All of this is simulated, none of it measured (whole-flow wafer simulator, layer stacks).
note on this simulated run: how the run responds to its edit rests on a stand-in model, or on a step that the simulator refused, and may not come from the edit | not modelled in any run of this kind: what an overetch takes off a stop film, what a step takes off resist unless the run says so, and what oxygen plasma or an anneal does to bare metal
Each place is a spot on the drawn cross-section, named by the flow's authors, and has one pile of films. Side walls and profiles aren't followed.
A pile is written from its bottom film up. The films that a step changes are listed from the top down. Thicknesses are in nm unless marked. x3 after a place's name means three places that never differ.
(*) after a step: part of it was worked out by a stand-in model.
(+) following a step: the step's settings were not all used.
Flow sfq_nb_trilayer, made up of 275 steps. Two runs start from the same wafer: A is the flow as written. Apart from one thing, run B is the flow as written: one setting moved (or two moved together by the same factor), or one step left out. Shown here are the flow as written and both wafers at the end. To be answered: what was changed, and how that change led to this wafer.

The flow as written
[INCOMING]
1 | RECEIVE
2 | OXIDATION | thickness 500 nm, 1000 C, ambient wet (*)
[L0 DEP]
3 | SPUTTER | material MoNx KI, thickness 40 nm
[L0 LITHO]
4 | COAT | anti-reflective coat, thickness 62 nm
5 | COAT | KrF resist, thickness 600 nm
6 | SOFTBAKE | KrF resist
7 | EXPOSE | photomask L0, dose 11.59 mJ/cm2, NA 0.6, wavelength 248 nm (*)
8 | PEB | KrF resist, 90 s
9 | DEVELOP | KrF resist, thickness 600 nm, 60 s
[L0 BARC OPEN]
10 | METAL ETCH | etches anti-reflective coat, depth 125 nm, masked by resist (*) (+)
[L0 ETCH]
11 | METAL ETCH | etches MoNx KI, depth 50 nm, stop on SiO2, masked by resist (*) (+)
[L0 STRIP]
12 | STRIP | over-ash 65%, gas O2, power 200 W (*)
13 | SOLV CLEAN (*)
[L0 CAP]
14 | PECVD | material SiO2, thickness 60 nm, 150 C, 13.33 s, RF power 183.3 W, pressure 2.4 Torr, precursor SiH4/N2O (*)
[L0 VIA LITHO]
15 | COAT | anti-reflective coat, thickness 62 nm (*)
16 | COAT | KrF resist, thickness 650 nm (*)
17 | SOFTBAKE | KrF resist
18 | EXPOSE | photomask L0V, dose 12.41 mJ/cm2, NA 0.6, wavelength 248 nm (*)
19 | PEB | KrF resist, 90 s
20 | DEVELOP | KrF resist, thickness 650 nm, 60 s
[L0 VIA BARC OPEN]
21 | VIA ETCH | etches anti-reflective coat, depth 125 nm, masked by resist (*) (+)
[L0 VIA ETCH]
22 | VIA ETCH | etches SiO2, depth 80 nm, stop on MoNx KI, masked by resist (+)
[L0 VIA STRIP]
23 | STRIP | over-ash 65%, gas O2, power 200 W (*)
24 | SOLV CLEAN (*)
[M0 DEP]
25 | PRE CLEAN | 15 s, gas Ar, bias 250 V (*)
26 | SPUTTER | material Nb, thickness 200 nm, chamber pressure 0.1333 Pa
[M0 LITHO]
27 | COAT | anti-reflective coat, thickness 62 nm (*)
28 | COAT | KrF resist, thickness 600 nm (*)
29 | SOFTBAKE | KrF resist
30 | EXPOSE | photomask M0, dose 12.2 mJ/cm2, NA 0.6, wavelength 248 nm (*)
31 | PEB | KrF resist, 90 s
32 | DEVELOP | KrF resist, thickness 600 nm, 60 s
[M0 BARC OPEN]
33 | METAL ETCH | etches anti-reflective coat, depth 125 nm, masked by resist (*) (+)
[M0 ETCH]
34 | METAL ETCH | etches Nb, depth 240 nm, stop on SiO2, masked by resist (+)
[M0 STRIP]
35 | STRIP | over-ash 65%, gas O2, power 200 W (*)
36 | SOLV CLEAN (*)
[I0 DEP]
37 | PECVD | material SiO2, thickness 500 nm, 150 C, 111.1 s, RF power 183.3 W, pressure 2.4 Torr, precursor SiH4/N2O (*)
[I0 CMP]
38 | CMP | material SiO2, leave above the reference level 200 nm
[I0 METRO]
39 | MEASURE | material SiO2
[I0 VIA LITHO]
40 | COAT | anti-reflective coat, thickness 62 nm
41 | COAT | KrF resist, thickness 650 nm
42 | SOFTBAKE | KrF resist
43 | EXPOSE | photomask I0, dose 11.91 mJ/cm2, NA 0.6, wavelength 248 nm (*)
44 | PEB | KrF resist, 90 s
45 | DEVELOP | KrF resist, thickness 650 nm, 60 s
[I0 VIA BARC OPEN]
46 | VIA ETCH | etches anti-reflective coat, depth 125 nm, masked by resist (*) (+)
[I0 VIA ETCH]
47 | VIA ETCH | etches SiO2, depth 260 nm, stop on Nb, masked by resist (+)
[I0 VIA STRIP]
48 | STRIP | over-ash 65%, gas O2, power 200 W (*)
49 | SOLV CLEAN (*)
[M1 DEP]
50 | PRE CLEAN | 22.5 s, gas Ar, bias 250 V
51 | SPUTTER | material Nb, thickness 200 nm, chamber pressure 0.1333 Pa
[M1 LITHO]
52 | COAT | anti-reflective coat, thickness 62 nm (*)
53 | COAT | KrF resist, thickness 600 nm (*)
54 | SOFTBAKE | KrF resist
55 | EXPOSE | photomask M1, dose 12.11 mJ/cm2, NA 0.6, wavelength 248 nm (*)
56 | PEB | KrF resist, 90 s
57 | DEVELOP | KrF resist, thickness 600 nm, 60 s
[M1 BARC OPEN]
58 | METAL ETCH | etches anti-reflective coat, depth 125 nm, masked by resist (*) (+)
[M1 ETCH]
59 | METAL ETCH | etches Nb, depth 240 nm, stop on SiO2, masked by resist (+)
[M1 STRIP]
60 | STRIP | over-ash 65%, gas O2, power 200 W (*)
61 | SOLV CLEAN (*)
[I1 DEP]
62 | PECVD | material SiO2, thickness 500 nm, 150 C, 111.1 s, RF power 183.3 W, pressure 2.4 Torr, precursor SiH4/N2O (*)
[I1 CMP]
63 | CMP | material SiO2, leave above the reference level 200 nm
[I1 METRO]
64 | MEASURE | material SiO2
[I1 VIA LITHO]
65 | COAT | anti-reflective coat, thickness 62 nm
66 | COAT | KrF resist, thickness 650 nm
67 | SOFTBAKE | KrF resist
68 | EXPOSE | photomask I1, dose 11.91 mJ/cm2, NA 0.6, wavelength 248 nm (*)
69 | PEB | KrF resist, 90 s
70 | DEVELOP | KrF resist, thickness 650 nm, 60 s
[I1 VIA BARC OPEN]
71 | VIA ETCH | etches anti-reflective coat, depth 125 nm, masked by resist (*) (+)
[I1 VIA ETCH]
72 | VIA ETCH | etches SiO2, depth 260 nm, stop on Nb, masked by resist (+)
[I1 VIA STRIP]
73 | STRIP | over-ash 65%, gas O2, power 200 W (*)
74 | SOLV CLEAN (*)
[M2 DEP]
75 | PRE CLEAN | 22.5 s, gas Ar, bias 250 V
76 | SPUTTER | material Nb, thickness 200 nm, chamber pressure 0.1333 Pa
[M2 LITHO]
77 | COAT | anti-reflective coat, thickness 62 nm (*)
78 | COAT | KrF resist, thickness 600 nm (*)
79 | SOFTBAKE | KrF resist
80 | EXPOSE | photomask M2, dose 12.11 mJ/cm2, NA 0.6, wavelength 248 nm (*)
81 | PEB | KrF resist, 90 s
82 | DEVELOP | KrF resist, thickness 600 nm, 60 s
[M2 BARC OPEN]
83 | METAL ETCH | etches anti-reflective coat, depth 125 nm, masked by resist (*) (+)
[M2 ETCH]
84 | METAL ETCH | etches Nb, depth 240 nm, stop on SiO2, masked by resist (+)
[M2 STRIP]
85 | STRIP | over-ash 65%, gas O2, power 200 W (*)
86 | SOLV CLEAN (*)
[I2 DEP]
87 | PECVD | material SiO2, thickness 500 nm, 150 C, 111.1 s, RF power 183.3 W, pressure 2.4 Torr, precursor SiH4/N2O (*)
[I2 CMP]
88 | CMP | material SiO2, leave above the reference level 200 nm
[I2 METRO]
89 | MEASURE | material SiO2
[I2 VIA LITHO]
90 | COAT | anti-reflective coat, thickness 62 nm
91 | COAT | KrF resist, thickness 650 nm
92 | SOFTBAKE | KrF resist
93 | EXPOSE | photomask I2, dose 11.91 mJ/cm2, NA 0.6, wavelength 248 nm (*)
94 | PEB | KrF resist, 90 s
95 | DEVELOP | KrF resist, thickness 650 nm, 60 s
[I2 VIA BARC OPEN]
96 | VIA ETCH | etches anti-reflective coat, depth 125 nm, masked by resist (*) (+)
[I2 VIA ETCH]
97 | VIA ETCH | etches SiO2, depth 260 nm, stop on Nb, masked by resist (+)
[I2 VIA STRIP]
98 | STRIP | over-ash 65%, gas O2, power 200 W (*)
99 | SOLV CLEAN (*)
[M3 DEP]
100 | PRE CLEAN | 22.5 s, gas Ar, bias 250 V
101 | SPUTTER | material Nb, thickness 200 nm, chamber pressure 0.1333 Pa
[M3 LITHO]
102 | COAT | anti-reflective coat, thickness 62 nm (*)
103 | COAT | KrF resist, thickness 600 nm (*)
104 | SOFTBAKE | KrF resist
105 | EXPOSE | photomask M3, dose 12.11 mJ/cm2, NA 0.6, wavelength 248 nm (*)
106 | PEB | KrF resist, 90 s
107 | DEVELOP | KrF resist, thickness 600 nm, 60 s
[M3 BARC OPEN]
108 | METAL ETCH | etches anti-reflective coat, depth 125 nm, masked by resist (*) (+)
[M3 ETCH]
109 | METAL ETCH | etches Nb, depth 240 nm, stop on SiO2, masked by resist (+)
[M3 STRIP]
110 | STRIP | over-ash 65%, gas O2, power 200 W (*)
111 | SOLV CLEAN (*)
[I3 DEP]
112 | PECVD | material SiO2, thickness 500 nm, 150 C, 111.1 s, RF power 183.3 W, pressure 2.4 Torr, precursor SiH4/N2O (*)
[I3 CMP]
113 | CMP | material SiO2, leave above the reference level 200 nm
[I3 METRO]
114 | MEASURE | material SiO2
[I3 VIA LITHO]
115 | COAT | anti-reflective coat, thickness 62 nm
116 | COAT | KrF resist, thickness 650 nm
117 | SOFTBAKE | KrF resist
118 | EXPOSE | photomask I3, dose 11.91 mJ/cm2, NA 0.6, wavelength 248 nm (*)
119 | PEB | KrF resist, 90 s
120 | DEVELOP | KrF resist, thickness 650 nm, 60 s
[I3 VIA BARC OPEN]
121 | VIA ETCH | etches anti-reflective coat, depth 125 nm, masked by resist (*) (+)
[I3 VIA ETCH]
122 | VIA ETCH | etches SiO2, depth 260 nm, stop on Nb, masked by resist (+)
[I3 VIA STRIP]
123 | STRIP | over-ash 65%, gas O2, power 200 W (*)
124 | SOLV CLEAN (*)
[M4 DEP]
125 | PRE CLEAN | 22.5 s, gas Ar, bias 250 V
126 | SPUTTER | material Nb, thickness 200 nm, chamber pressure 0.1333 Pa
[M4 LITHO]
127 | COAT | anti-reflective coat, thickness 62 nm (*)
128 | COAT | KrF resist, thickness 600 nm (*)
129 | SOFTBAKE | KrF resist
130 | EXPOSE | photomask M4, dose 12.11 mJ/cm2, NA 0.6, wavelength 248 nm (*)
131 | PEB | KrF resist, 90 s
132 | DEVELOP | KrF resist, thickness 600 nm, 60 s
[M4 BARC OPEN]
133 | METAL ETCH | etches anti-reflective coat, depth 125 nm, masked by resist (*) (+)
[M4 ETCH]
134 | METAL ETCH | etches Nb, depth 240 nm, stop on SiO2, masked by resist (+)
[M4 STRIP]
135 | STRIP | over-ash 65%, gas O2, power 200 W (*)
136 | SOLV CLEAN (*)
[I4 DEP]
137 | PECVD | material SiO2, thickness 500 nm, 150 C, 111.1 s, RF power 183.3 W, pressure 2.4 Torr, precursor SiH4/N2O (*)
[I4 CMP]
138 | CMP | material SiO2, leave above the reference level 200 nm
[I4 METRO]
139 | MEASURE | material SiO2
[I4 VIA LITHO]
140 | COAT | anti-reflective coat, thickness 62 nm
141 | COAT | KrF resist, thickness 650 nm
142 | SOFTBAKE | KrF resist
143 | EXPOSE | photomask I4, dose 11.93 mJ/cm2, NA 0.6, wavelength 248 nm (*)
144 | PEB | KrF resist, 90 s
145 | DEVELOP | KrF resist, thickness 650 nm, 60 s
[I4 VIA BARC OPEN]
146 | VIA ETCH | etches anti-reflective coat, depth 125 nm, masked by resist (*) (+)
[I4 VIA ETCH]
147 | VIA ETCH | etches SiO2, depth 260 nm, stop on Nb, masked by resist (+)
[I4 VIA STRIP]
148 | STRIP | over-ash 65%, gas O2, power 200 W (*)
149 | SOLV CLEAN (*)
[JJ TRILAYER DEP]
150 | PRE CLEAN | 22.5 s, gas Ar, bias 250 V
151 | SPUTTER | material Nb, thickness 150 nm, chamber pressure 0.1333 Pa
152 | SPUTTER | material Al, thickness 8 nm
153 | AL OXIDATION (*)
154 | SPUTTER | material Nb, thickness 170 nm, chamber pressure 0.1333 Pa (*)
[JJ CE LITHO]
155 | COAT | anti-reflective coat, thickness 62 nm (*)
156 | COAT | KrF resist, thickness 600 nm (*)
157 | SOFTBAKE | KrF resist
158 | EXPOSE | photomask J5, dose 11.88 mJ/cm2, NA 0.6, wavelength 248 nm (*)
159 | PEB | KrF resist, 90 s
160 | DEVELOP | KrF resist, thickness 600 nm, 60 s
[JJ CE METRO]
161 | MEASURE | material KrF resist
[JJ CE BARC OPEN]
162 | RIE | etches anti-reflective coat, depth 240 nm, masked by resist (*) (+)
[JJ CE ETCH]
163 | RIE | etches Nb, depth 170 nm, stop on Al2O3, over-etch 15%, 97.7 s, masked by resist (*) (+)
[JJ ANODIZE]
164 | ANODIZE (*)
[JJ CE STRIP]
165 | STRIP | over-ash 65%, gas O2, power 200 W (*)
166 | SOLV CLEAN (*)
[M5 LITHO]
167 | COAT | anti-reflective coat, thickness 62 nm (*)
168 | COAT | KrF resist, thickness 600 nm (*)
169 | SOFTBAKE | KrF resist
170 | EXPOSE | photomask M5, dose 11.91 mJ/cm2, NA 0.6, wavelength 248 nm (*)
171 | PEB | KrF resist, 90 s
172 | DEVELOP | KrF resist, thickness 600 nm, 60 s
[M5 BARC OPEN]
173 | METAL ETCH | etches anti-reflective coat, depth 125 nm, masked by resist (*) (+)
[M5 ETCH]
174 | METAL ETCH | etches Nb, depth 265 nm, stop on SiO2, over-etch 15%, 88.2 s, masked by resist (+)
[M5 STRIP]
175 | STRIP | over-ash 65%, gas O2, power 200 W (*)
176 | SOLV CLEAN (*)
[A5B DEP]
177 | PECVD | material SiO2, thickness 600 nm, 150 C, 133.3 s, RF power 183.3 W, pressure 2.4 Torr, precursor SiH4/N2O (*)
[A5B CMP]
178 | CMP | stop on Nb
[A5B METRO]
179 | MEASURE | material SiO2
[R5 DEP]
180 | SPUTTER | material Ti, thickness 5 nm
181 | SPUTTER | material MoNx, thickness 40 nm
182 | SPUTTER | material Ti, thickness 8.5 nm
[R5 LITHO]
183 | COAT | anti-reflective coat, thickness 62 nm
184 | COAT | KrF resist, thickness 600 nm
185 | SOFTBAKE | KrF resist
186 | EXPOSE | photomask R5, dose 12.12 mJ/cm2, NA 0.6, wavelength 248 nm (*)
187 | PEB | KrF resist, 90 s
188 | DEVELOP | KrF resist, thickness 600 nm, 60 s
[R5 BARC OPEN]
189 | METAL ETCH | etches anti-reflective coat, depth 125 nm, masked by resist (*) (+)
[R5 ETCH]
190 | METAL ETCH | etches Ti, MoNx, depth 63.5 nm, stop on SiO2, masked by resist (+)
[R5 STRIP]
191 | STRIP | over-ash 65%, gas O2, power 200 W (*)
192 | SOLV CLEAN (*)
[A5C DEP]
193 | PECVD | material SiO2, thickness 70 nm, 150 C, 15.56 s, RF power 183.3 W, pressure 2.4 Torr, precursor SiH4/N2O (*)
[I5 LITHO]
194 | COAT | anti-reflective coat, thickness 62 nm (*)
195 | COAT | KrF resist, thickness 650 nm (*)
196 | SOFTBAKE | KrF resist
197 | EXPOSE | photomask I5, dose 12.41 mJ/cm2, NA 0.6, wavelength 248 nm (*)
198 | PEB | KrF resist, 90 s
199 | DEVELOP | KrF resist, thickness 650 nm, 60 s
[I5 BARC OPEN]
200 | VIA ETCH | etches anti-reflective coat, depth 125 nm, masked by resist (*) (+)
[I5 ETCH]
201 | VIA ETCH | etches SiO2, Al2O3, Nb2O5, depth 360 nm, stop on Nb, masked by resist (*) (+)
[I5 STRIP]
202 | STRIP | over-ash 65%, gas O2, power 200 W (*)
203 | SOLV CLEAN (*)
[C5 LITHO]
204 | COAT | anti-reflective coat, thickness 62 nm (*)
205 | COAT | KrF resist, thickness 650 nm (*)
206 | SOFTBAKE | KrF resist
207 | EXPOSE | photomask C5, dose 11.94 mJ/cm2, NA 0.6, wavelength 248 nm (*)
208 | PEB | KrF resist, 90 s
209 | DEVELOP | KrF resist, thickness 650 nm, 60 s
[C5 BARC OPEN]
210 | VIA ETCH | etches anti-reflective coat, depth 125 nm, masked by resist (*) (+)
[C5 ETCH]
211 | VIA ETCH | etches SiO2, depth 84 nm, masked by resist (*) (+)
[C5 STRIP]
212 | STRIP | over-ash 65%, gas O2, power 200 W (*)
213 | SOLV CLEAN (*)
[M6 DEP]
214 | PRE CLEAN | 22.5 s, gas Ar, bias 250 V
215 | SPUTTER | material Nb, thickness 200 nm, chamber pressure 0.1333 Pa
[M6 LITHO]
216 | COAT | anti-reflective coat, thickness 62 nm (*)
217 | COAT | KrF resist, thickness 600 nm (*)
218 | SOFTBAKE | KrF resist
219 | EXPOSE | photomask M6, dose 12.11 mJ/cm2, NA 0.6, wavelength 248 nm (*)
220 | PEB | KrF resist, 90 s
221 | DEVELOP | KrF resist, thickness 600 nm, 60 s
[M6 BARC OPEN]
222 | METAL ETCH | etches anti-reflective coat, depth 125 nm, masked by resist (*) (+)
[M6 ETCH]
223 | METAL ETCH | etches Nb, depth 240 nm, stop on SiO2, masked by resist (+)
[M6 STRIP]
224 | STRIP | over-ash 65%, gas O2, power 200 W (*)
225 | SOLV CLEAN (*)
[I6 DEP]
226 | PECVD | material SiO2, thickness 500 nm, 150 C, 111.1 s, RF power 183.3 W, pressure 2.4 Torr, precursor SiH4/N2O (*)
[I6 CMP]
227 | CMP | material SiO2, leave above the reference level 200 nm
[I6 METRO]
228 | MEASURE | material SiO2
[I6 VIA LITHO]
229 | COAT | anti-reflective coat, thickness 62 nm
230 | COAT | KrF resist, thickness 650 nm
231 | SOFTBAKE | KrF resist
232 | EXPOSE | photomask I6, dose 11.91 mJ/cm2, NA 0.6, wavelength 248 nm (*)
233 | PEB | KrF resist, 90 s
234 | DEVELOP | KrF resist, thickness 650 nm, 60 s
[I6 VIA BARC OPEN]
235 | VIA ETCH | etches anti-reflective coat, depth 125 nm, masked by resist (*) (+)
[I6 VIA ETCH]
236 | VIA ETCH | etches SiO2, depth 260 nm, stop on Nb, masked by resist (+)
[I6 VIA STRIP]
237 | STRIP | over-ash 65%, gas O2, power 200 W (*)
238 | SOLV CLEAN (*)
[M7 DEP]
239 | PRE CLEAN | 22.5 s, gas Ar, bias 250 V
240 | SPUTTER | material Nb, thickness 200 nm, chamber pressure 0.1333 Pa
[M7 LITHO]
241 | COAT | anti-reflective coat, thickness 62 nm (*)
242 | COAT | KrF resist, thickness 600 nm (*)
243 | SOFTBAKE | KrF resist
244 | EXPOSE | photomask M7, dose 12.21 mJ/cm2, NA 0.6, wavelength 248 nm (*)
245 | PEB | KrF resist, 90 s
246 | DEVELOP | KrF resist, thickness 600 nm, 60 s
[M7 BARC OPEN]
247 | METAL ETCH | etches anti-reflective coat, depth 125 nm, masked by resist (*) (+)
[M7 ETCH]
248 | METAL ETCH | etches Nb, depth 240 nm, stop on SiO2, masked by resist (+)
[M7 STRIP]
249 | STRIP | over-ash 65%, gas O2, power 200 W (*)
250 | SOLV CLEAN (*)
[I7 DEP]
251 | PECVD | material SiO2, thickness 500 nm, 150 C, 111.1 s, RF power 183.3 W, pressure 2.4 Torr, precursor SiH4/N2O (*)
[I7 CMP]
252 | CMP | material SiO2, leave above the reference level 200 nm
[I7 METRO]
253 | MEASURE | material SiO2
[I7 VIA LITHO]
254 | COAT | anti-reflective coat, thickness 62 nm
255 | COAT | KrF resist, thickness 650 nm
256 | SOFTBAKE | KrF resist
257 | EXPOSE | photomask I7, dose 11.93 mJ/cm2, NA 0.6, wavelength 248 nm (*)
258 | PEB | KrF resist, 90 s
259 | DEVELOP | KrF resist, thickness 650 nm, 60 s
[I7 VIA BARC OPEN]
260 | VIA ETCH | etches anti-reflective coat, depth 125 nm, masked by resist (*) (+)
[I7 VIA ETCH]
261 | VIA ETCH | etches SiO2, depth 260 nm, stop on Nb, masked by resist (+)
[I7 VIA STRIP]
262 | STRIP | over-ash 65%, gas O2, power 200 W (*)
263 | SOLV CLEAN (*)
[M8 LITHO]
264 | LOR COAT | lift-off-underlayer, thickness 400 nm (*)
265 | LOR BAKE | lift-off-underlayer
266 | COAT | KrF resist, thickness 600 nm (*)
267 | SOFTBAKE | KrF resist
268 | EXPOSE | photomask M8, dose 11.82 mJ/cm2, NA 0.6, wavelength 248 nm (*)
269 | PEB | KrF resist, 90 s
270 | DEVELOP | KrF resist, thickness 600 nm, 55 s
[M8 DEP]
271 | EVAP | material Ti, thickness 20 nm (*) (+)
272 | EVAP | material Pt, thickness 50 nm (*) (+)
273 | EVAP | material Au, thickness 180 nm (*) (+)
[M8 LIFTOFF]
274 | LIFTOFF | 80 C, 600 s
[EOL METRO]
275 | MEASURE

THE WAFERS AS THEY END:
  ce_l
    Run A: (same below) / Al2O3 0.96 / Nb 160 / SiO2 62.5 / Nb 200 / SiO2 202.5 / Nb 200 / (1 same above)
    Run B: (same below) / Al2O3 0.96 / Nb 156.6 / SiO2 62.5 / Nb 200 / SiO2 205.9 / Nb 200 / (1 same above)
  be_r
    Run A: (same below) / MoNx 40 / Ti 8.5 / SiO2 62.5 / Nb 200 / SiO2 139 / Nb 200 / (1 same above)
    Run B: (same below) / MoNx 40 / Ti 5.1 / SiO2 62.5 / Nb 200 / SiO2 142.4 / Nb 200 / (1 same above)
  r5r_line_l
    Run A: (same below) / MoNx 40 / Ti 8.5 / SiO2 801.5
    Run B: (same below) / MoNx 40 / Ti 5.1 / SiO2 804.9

The reason: step 182, SPUTTER: thickness 5.1 nm was run, whereas the flow has thickness 8.5 nm.
The wafer itself shows it: be_r has Ti 5.1, and step 182 as written asks for 8.5 nm.

How this came from the change, step by step:
  182 | SPUTTER | material Ti, thickness 8.5 nm
      field_l, v_sur, via_wl and 103 more: A +8.5 Ti (new film) | B +5.1 Ti (new film)
  190 | METAL ETCH | etches Ti, MoNx, depth 63.5 nm, stop on SiO2, masked by resist (+)
      field_l, v_sur, via_wl and 92 more: A -8.5 Ti (all of it), -40 MoNx (all of it), -5 Ti (all of it) | B -5.1 Ti (all of it), -40 MoNx (all of it), -5 Ti (all of it)
      ce_l, c5j, ce_r, wl_jj: A -8.5 Ti (all of it), -40 MoNx (all of it), -5 Ti (all of it), -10 Nb | B -5.1 Ti (all of it), -40 MoNx (all of it), -5 Ti (all of it), -13.4 Nb
  194 | COAT | anti-reflective coat, thickness 62 nm (*)
      ce_l: A +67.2 anti-reflective coat (new film) | B +68.7 anti-reflective coat (new film)
      ce_r: A +68.1 anti-reflective coat (new film) | B +69.5 anti-reflective coat (new film)
      (as well as at 1 more place)
  202 | STRIP | over-ash 65%, gas O2, power 200 W (*)
      ce_l: A -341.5 KrF resist (all of it), -67.2 anti-reflective coat (all of it) | B -342.4 KrF resist (all of it), -68.7 anti-reflective coat (all of it)
      ce_r: A -346.1 KrF resist (all of it), -68.1 anti-reflective coat (all of it) | B -346.7 KrF resist (all of it), -69.5 anti-reflective coat (all of it)
      (as well as at 1 more place)
  204 | COAT | anti-reflective coat, thickness 62 nm (*)
      ce_l: A +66 anti-reflective coat (new film) | B +67.5 anti-reflective coat (new film)
      ce_r: A +67.2 anti-reflective coat (new film) | B +68.6 anti-reflective coat (new film)
      (as well as at 1 more place)
  212 | STRIP | over-ash 65%, gas O2, power 200 W (*)
      ce_l: A -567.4 KrF resist (all of it), -66 anti-reflective coat (all of it) | B -568.1 KrF resist (all of it), -67.5 anti-reflective coat (all of it)
      ce_r: A -573.7 KrF resist (all of it), -67.2 anti-reflective coat (all of it) | B -574.1 KrF resist (all of it), -68.6 anti-reflective coat (all of it)
      (as well as at 1 more place)
  216 | COAT | anti-reflective coat, thickness 62 nm (*)
      ce_l: A +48 anti-reflective coat (new film) | B +49.1 anti-reflective coat (new film)
      sp_r: A +65.9 anti-reflective coat (new film) | B +64.3 anti-reflective coat (new film)
  224 | STRIP | over-ash 65%, gas O2, power 200 W (*)
      ce_l: A -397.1 KrF resist (all of it), -48 anti-reflective coat (all of it) | B -398.3 KrF resist (all of it), -49.1 anti-reflective coat (all of it)
      sp_r: A -382 KrF resist (all of it), -65.9 anti-reflective coat (all of it) | B -382.1 KrF resist (all of it), -64.3 anti-reflective coat (all of it)
  227 | CMP | material SiO2, leave above the reference level 200 nm
      r5r_line_l, r5r_spacepad_l, r5r_spacepad_r, r5r_line_c, r5r_line_r: A -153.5 SiO2 | B -150.1 SiO2
